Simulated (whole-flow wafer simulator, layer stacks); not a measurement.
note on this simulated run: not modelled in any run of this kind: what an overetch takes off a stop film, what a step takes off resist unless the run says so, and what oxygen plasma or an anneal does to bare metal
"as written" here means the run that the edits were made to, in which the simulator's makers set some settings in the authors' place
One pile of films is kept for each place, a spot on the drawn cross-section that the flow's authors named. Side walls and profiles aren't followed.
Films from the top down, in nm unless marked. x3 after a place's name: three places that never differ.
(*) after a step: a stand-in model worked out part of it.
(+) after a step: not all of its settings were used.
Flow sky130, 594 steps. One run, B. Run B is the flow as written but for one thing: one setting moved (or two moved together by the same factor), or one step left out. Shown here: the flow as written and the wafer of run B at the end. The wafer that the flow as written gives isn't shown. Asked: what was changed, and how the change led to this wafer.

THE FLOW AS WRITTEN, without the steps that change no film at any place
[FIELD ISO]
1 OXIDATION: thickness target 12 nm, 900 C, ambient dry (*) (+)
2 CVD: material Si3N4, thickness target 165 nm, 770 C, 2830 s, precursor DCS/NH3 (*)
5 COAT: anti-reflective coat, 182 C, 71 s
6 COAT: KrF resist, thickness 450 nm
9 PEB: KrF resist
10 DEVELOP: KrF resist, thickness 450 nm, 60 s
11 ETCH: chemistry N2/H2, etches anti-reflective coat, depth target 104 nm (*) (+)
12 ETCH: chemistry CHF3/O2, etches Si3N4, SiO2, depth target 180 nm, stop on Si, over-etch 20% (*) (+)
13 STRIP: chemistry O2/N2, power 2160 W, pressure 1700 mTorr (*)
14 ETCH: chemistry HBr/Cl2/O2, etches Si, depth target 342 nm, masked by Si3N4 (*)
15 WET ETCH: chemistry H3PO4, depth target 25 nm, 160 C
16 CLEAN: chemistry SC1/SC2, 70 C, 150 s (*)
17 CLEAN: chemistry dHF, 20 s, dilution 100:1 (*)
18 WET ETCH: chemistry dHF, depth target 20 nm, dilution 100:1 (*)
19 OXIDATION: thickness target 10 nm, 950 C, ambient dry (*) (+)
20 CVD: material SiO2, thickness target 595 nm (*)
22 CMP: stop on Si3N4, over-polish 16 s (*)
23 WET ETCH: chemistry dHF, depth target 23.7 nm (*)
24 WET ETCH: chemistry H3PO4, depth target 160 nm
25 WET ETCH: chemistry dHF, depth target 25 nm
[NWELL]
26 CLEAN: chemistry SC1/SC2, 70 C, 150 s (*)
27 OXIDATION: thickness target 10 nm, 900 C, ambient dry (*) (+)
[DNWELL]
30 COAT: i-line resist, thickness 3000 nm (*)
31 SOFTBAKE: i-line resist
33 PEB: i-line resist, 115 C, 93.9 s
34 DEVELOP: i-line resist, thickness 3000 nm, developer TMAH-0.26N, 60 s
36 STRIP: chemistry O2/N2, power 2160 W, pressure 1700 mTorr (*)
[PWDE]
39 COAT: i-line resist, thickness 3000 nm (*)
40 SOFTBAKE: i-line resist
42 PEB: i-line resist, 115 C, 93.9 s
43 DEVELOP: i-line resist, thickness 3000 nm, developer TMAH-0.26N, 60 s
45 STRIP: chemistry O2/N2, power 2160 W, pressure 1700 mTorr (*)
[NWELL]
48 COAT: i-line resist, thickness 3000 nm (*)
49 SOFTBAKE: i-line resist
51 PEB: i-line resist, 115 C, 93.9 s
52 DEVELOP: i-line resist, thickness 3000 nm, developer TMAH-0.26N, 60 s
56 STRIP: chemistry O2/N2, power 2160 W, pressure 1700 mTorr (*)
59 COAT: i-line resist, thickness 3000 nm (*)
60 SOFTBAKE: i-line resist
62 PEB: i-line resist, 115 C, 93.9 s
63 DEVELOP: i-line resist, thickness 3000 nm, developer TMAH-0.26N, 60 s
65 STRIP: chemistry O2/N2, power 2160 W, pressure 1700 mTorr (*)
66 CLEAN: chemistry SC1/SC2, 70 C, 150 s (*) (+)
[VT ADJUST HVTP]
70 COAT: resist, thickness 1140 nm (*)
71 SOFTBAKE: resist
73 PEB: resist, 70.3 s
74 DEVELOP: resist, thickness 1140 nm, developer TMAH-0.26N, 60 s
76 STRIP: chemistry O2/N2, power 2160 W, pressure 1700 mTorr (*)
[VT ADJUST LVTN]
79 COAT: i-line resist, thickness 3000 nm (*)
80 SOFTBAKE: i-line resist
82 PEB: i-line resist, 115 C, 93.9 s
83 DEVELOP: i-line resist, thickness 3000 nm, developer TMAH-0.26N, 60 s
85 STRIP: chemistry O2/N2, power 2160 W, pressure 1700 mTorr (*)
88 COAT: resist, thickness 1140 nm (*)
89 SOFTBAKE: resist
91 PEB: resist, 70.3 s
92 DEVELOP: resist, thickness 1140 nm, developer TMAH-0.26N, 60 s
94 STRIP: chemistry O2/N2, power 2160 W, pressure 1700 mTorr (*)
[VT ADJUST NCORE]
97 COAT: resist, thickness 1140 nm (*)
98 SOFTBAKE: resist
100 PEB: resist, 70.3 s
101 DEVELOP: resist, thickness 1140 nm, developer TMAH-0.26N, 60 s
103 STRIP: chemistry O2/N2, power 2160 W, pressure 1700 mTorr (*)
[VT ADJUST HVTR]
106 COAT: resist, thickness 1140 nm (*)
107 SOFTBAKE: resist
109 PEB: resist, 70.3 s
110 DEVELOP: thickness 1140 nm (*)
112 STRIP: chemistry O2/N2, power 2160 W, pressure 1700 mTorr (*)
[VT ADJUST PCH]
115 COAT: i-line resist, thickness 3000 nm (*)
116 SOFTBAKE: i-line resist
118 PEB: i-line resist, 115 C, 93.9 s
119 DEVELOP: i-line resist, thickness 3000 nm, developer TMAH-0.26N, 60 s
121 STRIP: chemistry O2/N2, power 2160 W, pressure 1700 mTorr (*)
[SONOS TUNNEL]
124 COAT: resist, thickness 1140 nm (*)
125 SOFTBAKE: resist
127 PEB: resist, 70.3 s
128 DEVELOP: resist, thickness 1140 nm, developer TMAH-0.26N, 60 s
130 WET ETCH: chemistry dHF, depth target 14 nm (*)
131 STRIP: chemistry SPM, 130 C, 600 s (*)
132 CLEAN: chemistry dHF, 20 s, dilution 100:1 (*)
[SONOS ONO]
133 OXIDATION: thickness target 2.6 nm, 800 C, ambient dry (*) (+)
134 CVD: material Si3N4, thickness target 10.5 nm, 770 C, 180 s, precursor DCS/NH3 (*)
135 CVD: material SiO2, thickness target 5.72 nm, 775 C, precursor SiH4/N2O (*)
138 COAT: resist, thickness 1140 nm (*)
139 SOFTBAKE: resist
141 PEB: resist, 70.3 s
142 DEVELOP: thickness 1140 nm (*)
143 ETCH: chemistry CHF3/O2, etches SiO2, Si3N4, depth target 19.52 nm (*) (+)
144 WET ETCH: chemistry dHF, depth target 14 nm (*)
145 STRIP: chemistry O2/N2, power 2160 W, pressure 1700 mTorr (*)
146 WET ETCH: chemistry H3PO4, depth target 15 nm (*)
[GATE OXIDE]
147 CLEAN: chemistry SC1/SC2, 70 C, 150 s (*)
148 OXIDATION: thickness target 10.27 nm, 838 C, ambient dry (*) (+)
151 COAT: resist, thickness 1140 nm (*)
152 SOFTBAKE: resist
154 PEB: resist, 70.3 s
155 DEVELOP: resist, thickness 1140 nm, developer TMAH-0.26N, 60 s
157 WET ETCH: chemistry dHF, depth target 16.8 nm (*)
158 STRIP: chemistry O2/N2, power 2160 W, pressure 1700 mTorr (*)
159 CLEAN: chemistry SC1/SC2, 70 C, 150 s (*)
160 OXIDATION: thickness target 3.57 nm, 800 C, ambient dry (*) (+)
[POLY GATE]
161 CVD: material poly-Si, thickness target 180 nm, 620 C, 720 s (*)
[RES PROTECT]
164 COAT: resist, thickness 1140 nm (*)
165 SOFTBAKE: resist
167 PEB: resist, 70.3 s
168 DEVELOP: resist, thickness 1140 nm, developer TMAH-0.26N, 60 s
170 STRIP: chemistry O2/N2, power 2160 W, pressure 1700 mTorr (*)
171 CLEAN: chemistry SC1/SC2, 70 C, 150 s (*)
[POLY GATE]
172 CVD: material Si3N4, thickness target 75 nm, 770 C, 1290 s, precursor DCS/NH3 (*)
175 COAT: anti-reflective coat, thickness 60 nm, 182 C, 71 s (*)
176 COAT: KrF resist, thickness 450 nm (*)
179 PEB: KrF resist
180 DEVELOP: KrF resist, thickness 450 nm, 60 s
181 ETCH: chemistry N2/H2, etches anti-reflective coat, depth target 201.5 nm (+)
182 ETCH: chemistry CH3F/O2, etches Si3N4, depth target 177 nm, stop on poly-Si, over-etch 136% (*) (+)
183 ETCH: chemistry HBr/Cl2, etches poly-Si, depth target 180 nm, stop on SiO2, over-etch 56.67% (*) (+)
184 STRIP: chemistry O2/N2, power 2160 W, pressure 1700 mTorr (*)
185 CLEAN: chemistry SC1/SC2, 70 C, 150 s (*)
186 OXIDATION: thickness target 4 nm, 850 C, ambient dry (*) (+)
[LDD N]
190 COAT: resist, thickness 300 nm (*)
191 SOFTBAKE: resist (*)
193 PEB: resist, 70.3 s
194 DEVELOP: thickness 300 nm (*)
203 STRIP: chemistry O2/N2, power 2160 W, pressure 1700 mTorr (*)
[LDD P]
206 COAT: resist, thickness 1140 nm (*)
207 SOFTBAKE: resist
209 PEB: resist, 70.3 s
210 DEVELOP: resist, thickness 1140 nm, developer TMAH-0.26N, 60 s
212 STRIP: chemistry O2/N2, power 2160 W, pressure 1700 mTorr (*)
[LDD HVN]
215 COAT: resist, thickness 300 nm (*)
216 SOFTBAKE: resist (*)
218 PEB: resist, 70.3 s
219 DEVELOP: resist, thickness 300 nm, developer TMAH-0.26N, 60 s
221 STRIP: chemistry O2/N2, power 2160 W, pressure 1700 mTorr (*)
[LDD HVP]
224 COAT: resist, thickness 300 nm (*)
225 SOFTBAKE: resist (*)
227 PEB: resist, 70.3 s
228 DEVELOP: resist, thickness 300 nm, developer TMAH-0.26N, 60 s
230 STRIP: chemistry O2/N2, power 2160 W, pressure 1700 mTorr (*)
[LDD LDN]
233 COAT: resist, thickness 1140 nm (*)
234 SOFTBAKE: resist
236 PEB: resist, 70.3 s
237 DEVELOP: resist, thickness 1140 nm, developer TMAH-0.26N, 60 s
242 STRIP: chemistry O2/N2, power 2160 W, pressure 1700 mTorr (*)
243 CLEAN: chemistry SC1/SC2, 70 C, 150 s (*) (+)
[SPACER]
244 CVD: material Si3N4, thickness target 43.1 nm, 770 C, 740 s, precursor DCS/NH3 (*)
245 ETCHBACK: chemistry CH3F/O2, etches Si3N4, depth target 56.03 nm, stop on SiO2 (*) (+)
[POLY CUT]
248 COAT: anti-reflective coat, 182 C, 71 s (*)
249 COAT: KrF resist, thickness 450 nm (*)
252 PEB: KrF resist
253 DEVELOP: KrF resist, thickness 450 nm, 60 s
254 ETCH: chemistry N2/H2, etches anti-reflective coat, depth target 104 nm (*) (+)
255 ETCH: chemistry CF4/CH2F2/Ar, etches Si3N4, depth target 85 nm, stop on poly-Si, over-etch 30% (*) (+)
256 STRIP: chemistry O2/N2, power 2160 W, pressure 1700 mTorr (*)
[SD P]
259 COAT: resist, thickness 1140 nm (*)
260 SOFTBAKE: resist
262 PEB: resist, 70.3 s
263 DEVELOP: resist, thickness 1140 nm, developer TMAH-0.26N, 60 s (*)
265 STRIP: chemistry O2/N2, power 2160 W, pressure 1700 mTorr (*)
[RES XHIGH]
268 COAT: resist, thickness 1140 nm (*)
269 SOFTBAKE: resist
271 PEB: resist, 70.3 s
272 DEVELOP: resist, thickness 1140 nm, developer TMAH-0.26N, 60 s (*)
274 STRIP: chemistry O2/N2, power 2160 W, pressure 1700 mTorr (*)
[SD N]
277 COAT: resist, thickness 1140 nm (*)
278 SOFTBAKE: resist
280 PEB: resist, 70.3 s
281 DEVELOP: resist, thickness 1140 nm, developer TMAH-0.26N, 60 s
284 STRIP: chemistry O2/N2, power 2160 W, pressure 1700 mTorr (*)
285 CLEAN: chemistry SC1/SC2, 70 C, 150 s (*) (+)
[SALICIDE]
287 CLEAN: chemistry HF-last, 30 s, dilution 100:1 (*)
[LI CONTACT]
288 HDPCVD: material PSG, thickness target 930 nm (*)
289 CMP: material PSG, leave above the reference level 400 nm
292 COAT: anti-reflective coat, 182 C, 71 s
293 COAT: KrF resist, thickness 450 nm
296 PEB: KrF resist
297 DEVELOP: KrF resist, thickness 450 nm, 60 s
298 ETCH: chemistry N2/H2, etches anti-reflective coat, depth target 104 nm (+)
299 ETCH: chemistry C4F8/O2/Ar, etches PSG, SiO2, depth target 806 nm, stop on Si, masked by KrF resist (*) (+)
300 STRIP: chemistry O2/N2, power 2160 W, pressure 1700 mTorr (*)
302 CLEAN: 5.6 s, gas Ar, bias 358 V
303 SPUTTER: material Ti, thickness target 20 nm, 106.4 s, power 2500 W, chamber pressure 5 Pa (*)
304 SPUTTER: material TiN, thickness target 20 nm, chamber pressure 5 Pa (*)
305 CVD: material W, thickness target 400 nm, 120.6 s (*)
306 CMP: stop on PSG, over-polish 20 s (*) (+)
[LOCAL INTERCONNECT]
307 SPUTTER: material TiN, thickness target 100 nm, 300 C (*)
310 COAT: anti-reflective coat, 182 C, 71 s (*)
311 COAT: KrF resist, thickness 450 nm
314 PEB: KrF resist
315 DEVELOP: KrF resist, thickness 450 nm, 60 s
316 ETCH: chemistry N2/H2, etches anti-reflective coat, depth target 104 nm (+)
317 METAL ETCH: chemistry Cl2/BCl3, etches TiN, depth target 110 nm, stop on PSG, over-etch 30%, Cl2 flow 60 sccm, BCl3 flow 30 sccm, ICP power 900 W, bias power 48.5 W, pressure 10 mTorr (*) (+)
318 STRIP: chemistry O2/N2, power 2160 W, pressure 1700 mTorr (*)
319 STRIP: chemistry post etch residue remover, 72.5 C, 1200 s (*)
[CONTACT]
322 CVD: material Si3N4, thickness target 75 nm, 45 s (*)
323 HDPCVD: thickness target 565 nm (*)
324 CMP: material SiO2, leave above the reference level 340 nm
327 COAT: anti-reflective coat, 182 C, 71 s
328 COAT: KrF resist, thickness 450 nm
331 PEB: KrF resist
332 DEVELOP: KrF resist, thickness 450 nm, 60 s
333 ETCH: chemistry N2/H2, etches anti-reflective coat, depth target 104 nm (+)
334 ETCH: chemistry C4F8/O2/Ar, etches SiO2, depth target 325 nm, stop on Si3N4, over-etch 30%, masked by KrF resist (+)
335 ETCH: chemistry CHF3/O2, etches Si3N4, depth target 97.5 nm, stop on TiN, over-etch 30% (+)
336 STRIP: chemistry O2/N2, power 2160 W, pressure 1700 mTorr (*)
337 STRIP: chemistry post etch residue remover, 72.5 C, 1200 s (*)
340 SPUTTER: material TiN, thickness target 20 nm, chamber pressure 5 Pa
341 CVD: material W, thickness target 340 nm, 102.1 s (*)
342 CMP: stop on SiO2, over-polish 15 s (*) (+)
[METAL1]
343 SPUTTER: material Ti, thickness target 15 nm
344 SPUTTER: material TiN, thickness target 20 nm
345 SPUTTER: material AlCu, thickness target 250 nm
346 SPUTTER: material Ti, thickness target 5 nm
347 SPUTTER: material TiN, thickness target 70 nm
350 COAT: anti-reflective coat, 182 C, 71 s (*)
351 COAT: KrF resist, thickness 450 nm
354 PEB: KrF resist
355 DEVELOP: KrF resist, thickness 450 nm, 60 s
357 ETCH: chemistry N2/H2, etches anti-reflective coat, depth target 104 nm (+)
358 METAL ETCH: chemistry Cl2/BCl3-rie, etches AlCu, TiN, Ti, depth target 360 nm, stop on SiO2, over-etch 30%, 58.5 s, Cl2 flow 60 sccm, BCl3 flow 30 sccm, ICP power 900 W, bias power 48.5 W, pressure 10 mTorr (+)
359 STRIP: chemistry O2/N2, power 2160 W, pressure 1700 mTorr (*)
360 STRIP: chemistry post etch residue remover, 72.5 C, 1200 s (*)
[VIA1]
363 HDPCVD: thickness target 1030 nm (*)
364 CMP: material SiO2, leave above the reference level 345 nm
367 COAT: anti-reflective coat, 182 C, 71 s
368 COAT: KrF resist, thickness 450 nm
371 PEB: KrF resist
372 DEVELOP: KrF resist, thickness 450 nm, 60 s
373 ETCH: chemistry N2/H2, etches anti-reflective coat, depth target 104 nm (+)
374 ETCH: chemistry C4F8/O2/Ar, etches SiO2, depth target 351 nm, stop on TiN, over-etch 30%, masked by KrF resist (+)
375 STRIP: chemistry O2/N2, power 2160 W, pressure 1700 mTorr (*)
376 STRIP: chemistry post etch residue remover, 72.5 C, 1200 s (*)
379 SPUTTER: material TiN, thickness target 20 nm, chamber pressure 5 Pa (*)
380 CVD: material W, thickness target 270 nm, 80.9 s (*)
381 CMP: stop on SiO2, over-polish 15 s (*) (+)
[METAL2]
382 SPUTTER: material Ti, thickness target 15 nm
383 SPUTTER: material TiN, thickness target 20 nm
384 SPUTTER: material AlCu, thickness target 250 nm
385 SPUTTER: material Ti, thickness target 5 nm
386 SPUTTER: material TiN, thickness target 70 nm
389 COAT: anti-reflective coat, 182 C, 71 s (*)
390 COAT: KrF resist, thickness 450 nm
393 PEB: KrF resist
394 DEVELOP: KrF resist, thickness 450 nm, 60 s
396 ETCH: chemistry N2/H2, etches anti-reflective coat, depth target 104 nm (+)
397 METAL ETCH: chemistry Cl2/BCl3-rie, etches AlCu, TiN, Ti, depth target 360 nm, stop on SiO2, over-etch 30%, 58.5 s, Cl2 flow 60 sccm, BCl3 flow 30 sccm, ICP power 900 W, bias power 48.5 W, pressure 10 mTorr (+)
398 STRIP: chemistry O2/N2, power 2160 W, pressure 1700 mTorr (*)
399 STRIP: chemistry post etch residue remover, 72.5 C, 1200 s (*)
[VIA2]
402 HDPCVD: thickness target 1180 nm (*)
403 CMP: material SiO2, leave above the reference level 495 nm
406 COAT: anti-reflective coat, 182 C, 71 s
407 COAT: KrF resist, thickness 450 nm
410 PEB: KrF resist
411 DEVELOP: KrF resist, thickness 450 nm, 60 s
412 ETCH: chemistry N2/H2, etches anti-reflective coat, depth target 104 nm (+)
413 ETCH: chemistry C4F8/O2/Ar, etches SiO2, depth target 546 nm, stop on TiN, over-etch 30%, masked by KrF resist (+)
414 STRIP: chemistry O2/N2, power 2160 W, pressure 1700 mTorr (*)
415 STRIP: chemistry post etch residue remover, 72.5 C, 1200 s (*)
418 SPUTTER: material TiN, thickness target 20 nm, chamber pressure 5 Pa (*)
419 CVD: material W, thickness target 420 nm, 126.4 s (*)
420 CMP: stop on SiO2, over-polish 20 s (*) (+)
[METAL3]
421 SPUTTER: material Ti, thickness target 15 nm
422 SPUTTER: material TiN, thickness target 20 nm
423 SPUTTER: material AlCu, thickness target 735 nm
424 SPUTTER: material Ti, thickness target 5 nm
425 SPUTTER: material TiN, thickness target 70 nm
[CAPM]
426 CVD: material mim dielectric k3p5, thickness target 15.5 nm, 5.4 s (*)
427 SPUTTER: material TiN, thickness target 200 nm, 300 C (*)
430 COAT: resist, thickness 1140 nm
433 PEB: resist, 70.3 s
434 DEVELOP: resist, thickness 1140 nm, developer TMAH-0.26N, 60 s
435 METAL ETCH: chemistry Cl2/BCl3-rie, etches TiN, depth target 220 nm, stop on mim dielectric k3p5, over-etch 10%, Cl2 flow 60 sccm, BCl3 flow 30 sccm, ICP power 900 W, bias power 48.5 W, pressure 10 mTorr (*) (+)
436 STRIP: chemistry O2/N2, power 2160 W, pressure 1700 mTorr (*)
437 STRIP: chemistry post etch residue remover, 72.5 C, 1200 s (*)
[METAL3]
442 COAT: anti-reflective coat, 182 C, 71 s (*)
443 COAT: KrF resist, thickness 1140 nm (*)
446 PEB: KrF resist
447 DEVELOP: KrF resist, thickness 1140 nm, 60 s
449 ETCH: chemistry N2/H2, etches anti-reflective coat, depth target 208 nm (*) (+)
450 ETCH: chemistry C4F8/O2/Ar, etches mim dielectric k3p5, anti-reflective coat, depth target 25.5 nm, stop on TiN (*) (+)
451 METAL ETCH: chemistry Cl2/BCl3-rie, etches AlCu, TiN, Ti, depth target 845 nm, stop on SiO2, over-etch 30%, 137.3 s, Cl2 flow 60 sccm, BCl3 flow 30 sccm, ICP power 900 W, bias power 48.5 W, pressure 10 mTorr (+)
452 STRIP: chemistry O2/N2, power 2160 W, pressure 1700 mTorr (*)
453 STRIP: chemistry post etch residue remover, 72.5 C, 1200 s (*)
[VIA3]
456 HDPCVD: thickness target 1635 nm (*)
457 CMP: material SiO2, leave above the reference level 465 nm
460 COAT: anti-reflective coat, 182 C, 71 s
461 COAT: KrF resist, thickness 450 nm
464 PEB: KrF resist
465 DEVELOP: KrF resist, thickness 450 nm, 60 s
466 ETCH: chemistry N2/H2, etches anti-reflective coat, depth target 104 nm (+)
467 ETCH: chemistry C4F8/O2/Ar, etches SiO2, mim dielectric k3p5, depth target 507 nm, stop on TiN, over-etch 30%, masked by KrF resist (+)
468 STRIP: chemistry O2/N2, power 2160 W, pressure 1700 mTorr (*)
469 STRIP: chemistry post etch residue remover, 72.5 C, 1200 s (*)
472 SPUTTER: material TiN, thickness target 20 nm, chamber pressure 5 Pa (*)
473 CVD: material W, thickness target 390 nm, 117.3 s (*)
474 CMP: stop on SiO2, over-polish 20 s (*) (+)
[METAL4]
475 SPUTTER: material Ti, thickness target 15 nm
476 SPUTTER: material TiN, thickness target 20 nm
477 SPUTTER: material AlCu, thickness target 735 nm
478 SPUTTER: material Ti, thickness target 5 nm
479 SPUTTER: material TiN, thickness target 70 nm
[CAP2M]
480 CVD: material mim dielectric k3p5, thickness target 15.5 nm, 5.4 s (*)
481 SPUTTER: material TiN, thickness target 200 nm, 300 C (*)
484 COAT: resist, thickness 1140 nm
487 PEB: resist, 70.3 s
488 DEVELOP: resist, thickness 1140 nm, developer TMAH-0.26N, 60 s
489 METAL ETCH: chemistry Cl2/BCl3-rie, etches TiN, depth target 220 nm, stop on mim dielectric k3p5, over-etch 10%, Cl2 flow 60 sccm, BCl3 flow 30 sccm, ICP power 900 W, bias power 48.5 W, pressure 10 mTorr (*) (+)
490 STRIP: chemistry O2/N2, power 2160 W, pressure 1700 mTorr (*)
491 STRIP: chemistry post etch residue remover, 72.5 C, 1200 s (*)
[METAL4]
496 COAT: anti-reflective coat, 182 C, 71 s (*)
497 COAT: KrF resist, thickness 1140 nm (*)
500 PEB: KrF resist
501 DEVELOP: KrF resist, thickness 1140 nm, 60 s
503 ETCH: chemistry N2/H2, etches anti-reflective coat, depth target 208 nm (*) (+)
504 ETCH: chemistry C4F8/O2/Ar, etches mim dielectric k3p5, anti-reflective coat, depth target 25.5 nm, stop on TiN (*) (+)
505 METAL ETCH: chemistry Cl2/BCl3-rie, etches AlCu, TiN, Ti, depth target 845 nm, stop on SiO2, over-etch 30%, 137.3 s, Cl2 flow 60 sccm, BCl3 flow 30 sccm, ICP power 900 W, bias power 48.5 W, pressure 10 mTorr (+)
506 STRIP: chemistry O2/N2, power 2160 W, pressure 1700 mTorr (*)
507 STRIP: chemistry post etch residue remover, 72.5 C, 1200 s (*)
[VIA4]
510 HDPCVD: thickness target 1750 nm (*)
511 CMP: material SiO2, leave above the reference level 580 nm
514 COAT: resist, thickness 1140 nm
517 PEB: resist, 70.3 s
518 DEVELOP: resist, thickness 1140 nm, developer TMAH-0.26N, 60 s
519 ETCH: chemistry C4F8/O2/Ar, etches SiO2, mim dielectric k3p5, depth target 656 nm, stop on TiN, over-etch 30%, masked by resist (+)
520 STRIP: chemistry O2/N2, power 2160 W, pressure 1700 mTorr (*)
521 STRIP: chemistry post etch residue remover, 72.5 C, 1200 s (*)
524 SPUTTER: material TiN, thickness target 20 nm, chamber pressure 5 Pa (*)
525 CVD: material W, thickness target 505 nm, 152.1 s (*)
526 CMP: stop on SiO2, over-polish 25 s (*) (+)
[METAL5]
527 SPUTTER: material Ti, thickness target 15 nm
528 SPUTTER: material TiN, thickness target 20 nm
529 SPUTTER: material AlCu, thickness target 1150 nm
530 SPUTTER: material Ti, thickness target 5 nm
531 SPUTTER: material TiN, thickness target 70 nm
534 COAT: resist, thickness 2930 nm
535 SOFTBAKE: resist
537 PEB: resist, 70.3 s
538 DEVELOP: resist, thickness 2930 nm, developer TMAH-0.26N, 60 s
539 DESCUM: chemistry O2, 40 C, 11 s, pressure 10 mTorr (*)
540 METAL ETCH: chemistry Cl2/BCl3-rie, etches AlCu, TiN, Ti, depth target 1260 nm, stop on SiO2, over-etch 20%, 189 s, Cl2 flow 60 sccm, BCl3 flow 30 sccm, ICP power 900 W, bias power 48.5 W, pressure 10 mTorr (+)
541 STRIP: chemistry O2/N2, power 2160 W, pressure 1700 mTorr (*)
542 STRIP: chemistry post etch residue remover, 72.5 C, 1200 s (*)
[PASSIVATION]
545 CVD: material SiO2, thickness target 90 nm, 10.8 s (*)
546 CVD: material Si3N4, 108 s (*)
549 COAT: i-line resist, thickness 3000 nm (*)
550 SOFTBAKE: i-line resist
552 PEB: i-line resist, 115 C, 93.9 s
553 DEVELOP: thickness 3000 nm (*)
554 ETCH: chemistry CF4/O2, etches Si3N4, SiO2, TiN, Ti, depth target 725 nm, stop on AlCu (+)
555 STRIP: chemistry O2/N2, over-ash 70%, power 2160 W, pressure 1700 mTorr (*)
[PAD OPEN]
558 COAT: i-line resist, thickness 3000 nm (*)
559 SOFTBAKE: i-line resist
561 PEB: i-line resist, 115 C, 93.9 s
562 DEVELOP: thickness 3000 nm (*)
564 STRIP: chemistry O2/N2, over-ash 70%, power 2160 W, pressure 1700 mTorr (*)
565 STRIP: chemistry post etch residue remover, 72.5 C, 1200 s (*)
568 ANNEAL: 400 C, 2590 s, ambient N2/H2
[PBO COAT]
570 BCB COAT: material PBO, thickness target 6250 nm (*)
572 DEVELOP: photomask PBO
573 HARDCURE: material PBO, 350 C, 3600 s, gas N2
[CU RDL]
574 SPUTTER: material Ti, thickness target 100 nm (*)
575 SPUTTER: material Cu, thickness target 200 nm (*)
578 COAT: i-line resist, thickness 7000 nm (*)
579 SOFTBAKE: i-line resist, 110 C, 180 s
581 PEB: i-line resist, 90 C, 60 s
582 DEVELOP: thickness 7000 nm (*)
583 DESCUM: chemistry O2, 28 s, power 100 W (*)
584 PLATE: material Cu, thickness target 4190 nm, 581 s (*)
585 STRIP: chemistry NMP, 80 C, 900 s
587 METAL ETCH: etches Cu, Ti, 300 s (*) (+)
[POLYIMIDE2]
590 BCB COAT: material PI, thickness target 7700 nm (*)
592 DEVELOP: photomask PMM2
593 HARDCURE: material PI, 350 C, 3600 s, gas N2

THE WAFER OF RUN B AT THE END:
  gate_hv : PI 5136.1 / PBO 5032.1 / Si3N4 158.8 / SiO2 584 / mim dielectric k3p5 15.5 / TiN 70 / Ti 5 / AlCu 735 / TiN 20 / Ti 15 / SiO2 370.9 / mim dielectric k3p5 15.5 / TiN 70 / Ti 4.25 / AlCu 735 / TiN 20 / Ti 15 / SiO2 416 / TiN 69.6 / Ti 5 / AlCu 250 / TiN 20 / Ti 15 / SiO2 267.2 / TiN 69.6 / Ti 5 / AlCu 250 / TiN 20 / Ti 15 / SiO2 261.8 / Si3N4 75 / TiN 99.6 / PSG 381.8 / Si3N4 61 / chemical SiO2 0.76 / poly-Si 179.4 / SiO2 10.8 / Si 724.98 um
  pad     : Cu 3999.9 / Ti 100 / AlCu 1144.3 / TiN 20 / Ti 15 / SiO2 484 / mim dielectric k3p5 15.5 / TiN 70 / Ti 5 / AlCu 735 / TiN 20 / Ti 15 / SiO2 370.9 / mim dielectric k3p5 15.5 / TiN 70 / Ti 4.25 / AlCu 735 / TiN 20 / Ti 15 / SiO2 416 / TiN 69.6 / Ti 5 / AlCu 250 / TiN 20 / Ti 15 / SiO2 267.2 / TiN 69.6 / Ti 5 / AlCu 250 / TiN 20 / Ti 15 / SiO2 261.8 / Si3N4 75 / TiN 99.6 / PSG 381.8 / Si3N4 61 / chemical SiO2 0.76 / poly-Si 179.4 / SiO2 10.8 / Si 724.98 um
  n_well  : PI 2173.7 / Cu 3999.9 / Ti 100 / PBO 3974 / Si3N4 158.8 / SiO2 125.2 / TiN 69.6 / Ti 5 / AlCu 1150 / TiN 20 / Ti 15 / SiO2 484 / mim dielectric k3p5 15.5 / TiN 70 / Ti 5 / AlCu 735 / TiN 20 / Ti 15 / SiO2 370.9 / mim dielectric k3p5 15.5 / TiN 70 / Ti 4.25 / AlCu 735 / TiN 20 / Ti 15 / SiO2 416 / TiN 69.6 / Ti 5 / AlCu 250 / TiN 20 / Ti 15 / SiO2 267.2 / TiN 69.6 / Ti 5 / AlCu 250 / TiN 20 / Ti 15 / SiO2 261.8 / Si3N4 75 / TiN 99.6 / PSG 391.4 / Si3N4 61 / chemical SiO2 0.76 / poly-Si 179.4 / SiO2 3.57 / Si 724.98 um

The cause: step 424, SPUTTER: thickness target 4.25 nm was run, where the flow has thickness target 5 nm.
It can be read off the wafer: gate_hv has Ti 4.25, and step 424 as written asks for 5 nm.

How the change led to this, step by step:
  424 SPUTTER: material Ti, thickness target 5 nm
      field, active, n_well and 188 more: Ti +4.25 (new film) (as written it would be: Ti +5 (new film))
  451 METAL ETCH: chemistry Cl2/BCl3-rie, etches AlCu, TiN, Ti, depth target 845 nm, stop on SiO2, over-etch 30%, 137.3 s, Cl2 flow 60 sccm, BCl3 flow 30 sccm, ICP power 900 W, bias power 48.5 W, pressure 10 mTorr (+)
      field, gate, spacer and 68 more: TiN -70 (all of it), Ti -4.25 (all of it), AlCu -735 (all of it), TiN -20 (all of it), Ti -15 (all of it), SiO2 -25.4 (as written it would be: TiN -70 (all of it), Ti -5 (all of it), AlCu -735 (all of it), TiN -20 (all of it), Ti -15 (all of it), SiO2 -25.4)
      active, vpp_ln, vpp_iso2 and 11 more: TiN -70 (all of it), Ti -4.25 (all of it), AlCu -735 (all of it), TiN -20 (all of it), Ti -15 (all of it), SiO2 -25.4 (as written it would be: TiN -70 (all of it), Ti -5 (all of it), AlCu -735 (all of it), TiN -20 (all of it), Ti -15 (all of it), SiO2 -25.3)
